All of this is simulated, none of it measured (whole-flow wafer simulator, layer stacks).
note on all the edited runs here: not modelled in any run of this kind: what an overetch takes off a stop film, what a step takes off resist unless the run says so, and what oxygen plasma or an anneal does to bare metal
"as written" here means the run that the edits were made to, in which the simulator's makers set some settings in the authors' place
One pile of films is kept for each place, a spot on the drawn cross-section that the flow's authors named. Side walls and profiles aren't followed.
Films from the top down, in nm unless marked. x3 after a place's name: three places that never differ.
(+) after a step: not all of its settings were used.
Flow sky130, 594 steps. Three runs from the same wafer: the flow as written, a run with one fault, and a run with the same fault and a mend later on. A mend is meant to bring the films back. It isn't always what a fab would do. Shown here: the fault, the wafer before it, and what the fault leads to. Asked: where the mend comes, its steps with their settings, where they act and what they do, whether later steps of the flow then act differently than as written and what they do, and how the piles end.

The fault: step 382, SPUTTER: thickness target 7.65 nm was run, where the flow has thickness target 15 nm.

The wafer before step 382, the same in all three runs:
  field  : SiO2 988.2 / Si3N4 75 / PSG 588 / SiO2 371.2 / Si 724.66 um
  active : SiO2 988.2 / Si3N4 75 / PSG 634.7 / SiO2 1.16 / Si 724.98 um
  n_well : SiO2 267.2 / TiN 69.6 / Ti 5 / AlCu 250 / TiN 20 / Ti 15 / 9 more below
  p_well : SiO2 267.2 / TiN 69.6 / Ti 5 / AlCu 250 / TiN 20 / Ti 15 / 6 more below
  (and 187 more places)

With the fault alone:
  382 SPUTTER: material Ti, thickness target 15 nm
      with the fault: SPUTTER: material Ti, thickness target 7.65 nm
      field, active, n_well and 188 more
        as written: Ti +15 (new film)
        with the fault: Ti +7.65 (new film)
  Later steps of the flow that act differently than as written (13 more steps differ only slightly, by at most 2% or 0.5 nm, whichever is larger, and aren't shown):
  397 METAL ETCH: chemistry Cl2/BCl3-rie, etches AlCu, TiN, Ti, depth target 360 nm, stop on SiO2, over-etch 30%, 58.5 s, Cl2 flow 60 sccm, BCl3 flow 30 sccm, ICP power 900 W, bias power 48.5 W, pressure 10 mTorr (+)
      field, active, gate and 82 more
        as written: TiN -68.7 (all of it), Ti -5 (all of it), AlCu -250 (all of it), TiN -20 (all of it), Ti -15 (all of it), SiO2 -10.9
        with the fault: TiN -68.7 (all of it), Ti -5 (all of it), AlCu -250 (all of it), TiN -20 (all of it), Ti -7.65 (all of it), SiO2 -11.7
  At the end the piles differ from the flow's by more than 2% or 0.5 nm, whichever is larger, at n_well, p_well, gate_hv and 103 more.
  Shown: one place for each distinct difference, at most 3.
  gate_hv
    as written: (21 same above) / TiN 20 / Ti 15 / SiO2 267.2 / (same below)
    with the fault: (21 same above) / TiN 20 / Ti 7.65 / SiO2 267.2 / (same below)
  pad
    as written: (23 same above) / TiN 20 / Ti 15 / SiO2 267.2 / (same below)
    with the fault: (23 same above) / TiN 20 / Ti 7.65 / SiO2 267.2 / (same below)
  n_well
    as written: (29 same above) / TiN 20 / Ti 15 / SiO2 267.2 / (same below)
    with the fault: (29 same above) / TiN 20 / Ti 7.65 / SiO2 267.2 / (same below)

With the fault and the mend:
  The mend comes after step 382.
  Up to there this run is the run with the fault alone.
  382a SPUTTER: material Ti, thickness target 7.35 nm (the flow's step 382 once more, with other settings)
      field, active, n_well and 188 more
        Ti +7.35
  No later step of the flow acts differently than as written at any place that is followed.
  At the end the piles are the same as the flow's at every place that both follow.
